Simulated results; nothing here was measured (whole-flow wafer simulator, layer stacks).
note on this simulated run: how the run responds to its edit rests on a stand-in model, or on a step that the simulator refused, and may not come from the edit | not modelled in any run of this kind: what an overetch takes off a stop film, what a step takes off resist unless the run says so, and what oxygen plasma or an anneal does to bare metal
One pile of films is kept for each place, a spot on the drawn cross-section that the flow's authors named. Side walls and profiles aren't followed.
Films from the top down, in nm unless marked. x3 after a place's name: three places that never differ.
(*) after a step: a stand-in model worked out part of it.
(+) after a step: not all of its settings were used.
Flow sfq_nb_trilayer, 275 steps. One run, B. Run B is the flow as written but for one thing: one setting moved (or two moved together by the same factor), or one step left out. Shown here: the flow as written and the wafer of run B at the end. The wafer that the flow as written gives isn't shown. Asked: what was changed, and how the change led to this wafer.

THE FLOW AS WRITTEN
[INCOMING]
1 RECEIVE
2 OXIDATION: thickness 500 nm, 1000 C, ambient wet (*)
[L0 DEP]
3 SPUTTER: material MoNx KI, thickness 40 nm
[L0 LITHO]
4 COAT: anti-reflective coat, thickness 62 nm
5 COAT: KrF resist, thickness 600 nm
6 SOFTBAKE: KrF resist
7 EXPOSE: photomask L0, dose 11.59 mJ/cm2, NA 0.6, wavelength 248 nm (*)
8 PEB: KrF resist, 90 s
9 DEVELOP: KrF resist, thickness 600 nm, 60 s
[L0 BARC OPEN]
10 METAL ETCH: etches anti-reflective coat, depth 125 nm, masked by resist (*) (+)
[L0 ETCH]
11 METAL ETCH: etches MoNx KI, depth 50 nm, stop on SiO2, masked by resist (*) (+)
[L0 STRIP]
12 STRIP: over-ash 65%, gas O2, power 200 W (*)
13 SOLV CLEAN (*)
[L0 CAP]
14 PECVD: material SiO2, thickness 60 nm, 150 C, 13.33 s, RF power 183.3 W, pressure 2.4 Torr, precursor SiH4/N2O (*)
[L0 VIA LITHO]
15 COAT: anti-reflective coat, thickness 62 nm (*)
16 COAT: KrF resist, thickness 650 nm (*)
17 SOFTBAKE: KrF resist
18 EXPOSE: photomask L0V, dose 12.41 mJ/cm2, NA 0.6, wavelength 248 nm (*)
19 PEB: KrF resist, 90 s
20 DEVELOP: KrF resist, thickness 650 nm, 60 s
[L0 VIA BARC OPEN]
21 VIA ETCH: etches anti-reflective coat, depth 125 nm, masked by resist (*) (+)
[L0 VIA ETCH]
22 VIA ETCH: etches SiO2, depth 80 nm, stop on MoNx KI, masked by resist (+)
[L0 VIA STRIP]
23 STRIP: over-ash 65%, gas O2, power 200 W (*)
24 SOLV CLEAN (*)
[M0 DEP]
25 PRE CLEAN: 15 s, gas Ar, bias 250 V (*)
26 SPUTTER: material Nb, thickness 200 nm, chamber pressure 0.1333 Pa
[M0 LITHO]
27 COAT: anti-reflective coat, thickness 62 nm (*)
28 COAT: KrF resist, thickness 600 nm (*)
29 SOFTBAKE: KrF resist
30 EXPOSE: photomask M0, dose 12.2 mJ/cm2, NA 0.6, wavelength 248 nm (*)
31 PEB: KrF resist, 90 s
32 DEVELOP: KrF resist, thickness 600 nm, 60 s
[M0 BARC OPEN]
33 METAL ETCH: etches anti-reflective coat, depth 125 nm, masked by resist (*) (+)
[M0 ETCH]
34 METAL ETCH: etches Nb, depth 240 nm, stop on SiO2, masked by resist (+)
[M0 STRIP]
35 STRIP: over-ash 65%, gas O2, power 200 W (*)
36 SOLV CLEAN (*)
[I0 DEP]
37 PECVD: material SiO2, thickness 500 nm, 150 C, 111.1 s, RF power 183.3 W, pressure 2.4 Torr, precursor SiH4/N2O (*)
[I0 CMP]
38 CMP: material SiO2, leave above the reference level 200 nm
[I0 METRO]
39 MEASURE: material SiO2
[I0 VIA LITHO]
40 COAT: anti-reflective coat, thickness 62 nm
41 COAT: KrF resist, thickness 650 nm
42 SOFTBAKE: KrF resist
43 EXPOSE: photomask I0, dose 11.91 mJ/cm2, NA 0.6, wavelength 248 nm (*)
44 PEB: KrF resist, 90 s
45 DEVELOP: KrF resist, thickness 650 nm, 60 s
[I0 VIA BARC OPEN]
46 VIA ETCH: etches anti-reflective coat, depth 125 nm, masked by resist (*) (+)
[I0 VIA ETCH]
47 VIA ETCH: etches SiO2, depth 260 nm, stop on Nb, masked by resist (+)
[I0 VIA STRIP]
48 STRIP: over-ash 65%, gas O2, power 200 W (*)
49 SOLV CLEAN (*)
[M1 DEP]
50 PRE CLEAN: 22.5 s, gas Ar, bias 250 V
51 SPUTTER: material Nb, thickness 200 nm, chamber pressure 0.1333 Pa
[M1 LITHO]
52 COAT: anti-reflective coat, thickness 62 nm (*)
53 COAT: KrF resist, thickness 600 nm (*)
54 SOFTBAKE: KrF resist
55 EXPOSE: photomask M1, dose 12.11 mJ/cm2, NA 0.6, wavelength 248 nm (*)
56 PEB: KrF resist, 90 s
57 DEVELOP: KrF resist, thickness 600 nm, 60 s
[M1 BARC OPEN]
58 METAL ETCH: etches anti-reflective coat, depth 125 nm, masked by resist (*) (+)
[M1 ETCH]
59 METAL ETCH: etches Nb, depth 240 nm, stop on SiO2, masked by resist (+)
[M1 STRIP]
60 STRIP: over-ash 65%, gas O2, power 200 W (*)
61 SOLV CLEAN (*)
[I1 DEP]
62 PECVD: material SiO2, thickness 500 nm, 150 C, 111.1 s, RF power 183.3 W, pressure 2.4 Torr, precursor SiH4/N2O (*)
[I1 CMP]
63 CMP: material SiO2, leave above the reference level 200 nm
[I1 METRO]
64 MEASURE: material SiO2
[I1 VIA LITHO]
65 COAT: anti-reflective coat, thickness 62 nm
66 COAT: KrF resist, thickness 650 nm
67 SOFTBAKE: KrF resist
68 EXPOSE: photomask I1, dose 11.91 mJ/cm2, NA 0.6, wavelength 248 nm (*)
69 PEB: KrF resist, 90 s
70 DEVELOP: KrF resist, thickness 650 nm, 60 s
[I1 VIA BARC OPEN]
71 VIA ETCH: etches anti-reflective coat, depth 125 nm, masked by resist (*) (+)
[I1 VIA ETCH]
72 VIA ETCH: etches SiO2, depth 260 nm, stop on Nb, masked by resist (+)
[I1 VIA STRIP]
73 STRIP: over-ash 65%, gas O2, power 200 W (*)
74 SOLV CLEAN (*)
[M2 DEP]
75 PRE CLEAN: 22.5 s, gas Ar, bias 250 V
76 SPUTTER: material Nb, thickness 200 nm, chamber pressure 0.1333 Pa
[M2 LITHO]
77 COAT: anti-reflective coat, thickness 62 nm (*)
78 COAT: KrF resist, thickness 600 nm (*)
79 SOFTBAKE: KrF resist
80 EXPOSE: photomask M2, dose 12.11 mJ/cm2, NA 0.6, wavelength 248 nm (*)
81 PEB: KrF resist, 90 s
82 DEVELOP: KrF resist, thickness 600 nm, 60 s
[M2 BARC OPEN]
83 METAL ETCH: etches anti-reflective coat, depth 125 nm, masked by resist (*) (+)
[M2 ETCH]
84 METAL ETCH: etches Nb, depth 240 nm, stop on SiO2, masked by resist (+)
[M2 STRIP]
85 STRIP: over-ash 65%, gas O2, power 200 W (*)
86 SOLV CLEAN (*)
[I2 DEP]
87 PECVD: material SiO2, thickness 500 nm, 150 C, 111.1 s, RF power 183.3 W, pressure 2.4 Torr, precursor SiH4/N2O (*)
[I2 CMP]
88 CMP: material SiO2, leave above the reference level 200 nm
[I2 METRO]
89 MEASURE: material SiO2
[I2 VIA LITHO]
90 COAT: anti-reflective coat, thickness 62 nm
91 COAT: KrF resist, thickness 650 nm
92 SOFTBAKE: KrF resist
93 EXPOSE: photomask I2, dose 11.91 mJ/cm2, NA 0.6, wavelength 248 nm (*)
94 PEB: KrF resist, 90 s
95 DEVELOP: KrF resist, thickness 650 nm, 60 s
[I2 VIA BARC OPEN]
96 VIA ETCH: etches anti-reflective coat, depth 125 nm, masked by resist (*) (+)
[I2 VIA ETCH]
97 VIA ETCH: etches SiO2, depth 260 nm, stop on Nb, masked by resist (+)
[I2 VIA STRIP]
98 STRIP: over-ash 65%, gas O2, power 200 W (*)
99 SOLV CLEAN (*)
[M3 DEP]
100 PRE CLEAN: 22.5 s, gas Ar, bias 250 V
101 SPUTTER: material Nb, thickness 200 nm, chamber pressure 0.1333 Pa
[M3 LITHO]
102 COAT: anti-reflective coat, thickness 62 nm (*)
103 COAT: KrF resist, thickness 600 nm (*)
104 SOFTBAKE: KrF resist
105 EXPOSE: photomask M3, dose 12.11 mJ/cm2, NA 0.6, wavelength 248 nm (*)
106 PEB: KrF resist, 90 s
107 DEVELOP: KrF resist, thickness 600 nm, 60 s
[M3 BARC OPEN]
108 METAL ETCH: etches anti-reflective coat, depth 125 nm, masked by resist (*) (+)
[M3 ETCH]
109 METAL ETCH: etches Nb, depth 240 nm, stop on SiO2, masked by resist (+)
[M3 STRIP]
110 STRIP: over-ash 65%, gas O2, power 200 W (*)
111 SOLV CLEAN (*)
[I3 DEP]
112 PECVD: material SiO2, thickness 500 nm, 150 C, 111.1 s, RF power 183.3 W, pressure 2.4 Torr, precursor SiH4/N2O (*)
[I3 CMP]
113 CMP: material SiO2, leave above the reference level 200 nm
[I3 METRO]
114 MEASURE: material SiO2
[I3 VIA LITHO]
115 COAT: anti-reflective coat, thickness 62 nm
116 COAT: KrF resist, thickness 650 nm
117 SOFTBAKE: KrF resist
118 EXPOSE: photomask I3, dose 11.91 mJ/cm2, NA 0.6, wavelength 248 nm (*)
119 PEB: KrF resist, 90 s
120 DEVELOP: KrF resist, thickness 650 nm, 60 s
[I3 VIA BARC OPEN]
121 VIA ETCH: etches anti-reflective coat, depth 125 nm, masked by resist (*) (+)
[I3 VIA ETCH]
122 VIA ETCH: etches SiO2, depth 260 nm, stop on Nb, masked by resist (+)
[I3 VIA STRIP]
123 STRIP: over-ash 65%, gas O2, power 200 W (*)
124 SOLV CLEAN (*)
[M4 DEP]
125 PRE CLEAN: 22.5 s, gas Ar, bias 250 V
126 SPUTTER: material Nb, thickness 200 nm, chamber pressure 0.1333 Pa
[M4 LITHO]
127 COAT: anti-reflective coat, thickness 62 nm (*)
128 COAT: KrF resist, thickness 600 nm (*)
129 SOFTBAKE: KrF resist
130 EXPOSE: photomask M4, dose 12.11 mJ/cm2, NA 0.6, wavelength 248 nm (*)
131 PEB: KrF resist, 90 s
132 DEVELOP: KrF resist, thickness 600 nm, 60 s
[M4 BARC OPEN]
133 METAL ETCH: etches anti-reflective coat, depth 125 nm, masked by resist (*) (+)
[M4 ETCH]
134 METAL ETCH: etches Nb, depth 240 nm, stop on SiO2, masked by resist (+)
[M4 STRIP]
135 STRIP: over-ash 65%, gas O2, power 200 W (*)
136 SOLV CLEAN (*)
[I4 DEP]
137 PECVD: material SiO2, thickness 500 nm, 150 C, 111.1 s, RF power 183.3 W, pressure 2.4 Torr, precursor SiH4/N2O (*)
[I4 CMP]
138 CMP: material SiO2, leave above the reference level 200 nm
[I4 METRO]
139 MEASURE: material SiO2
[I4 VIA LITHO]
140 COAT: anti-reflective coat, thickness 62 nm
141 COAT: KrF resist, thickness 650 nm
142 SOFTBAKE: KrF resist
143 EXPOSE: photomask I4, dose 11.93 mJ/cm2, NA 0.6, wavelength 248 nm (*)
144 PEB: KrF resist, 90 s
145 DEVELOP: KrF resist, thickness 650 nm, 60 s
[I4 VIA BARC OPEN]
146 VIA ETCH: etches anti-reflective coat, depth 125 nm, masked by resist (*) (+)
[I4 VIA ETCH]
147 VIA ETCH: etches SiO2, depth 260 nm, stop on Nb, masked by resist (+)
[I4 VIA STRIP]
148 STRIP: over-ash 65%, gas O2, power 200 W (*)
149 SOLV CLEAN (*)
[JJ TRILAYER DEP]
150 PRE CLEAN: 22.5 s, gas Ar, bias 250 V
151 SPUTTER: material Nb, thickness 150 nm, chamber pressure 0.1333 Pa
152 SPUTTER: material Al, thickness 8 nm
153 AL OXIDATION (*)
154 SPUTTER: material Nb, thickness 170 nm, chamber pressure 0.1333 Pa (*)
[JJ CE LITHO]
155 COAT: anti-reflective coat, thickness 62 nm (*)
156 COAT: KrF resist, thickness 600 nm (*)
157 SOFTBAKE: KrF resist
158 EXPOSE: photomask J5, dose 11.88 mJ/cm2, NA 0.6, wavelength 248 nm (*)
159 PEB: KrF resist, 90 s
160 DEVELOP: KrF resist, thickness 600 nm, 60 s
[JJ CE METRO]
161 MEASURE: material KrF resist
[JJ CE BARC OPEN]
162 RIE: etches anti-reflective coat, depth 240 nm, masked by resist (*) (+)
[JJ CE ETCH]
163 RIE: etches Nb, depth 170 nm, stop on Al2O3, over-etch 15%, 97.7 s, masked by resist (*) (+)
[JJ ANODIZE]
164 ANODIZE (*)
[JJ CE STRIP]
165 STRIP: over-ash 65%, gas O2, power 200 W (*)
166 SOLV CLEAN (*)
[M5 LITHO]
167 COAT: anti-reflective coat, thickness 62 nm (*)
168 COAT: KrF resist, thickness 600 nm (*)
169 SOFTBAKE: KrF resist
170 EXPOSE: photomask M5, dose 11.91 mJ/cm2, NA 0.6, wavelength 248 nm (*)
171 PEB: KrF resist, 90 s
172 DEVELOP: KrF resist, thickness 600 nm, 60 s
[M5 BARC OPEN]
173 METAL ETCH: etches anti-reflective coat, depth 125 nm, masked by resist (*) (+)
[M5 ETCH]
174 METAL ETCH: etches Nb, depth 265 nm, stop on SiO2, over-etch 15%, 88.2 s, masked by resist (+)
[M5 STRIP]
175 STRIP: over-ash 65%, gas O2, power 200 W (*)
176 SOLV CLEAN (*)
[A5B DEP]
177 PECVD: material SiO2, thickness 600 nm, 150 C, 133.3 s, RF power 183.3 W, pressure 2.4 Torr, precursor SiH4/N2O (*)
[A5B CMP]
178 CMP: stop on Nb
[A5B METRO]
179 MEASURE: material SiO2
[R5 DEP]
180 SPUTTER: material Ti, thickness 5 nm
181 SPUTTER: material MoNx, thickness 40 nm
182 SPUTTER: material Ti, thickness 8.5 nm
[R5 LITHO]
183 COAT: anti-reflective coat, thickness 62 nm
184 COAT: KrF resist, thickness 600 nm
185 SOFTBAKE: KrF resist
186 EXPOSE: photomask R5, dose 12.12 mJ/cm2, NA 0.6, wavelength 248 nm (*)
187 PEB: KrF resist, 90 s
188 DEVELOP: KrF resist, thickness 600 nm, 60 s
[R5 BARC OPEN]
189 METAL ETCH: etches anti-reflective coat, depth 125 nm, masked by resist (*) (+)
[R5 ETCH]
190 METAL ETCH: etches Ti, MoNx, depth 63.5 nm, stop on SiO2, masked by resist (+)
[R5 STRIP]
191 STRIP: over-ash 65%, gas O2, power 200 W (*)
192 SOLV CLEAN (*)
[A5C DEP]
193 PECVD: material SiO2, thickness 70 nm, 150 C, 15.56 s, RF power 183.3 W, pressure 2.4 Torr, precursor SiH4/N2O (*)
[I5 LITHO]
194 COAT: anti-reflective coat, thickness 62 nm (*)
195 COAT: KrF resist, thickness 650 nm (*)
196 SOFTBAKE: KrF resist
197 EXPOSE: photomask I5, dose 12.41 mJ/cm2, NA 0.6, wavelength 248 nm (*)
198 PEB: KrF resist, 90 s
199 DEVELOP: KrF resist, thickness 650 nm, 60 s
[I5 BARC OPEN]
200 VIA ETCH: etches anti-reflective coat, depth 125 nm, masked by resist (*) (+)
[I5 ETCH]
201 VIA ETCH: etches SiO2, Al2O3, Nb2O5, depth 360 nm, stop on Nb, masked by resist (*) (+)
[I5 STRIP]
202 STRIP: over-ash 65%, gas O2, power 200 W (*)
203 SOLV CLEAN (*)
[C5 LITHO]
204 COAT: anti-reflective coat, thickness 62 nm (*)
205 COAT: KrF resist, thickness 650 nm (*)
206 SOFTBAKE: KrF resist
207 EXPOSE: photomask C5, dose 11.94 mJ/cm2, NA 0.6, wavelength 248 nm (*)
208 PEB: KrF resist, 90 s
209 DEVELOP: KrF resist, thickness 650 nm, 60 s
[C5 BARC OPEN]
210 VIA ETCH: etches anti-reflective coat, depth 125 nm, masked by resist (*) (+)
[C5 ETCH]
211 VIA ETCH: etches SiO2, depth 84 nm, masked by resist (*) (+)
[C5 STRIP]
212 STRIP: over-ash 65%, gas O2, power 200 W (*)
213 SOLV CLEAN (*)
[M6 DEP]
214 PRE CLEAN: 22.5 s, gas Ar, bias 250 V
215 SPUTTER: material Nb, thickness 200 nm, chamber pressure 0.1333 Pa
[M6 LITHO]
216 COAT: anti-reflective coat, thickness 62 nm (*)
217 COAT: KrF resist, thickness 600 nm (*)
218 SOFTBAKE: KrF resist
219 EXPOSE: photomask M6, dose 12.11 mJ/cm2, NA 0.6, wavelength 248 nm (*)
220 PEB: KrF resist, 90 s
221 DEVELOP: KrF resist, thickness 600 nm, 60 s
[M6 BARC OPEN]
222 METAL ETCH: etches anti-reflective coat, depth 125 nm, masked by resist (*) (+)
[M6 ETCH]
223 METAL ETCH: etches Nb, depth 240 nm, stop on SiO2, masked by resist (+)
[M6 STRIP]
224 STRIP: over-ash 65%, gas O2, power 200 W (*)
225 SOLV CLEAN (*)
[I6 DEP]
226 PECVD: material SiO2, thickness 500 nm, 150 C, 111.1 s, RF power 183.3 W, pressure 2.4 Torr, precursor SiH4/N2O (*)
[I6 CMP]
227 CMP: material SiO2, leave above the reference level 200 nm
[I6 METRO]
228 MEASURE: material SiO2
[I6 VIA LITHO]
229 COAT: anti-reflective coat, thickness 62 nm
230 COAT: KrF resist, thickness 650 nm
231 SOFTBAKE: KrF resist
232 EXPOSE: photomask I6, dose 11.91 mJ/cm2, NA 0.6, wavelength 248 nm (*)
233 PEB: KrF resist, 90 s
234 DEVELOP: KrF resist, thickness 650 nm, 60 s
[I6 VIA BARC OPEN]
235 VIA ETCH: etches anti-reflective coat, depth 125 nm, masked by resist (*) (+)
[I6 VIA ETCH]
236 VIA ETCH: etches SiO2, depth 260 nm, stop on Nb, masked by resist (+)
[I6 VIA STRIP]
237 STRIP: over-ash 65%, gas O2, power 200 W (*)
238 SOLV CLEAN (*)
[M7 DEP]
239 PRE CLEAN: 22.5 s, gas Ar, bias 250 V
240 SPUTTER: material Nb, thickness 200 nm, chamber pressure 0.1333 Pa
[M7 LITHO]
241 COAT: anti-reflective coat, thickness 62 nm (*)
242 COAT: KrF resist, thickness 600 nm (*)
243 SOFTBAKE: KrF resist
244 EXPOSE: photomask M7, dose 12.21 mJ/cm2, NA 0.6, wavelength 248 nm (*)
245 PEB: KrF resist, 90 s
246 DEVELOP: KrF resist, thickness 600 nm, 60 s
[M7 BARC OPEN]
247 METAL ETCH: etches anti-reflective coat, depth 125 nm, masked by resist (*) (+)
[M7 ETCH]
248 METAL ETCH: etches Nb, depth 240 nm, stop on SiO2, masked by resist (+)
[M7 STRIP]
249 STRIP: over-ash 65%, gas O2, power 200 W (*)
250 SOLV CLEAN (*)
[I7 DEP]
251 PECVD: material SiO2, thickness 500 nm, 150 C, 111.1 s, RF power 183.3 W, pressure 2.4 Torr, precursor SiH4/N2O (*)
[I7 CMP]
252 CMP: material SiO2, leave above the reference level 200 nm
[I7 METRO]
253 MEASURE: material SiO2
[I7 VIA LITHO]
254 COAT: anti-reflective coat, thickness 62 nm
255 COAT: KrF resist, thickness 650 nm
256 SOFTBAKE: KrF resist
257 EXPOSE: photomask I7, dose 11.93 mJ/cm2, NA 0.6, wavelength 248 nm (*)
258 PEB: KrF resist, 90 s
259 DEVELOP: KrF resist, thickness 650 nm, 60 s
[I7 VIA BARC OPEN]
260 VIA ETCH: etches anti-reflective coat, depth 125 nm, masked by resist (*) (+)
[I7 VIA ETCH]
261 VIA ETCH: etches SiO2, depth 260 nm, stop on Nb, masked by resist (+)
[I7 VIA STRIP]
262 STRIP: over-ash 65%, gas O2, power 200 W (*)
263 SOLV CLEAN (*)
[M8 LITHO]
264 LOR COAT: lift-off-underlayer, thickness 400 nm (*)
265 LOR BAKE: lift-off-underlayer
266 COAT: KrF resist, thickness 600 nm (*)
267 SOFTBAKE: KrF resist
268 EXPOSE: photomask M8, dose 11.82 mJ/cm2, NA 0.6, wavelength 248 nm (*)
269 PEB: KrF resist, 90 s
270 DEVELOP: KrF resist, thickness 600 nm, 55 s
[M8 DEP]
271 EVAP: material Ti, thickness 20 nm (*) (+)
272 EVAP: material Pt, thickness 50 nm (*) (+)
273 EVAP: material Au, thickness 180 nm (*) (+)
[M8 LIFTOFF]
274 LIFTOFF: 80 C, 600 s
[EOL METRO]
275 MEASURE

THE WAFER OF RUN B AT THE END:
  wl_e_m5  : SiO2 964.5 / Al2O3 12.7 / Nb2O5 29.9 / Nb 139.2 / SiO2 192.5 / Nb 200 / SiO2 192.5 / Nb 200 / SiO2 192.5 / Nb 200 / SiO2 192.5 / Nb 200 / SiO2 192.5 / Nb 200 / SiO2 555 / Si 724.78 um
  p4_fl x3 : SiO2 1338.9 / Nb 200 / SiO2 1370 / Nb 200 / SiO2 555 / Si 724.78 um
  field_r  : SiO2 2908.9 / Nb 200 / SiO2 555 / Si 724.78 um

The cause: step 215, SPUTTER: thickness 163 nm was run, where the flow has thickness 200 nm.

How the change led to this, step by step:
  215 SPUTTER: material Nb, thickness 200 nm, chamber pressure 0.1333 Pa
      field_l, v_sur, via_wl and 100 more: Nb +163 (new film) (as written it would be: Nb +200 (new film))
      be: Nb +120.4 (as written it would be: Nb +147.3)
      (and at 2 more places)
  216 COAT: anti-reflective coat, thickness 62 nm (*)
      be: anti-reflective coat +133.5 (new film) (as written it would be: anti-reflective coat +136.7 (new film))
  223 METAL ETCH: etches Nb, depth 240 nm, stop on SiO2, masked by resist (+)
      field_l, gap, moat and 76 more: Nb -163 (all of it) (as written it would be: Nb -200 (all of it))
  224 STRIP: over-ash 65%, gas O2, power 200 W (*)
      be: KrF resist -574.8 (all of it), anti-reflective coat -133.5 (all of it) (as written it would be: KrF resist -575.8 (all of it), anti-reflective coat -136.7 (all of it))
  226 PECVD: material SiO2, thickness 500 nm, 150 C, 111.1 s, RF power 183.3 W, pressure 2.4 Torr, precursor SiH4/N2O (*)
      gap, wl_a_sl, m6r_space_l x2: SiO2 +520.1 (as written it would be: SiO2 +557.1)
      be: SiO2 +679.6 (new film) (as written it would be: SiO2 +693.5 (new film))
  227 CMP: material SiO2, leave above the reference level 200 nm
      field_l, p4_fl x3, p4_w1 x9 and 49 more: SiO2 -137 (as written it would be: SiO2 -100)
      moat, field_r, lsp_l, ln_m5, lsp_m: SiO2 -131.8 (as written it would be: SiO2 -93.6)
      (and at 9 more places)
